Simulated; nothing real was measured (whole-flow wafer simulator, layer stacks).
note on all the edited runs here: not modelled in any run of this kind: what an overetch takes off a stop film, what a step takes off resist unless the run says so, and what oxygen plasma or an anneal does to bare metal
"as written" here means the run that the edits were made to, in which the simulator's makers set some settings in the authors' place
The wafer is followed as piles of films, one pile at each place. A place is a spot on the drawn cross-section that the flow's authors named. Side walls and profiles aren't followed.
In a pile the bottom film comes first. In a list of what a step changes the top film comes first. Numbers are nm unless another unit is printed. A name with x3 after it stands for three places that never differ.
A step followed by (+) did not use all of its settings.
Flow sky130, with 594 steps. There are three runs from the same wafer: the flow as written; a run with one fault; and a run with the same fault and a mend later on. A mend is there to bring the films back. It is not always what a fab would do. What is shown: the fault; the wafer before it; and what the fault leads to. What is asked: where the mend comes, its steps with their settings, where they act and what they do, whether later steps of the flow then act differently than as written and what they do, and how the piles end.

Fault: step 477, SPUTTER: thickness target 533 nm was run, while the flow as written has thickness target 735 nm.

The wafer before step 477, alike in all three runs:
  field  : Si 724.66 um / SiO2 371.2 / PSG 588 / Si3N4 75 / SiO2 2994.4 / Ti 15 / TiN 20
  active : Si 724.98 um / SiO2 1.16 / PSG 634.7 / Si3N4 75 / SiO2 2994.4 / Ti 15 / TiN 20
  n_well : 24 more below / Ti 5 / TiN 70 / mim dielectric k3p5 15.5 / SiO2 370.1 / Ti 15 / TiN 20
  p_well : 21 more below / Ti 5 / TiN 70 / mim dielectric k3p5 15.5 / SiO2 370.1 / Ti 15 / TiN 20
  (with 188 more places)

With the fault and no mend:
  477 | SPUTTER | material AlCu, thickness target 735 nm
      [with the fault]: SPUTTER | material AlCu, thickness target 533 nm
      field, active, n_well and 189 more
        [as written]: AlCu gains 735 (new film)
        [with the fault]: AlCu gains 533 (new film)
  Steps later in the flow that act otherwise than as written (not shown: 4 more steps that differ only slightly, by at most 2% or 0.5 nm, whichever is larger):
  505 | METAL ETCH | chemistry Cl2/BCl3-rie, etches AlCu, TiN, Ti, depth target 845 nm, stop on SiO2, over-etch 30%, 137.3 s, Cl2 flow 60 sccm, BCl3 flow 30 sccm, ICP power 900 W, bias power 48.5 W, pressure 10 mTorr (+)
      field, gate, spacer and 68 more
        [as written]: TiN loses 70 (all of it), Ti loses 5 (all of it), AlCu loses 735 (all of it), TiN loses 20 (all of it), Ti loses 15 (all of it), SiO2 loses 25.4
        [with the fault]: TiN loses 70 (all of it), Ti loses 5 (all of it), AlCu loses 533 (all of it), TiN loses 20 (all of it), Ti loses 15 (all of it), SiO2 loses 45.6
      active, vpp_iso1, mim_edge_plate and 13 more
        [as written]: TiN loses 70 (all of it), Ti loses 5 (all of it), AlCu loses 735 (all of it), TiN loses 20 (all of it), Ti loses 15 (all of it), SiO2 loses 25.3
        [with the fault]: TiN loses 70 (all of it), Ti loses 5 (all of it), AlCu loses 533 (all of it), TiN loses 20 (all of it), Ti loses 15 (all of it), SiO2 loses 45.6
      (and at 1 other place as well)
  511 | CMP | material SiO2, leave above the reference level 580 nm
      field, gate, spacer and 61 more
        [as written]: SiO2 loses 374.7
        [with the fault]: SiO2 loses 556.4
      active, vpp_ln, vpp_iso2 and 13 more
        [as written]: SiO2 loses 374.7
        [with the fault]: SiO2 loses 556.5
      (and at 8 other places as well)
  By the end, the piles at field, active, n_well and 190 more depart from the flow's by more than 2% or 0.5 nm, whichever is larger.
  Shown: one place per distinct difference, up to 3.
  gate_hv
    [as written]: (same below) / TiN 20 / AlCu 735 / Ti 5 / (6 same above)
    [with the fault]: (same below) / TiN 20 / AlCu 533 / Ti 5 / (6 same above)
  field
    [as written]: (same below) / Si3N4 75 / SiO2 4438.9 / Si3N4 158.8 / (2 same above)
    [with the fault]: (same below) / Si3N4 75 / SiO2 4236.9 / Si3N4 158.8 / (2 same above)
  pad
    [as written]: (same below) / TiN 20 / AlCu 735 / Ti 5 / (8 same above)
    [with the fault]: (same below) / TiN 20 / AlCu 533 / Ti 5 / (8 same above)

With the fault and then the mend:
  The mend stands after step 477.
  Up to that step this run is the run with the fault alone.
  477a | SPUTTER | material AlCu, thickness target 202 nm (the flow's step 477 again, with other settings)
      field, active, n_well and 189 more
        AlCu gains 202
  None of the later steps of the flow acts differently than as written at any place that is followed.
  The piles end the same as the flow's at every place that both follow.
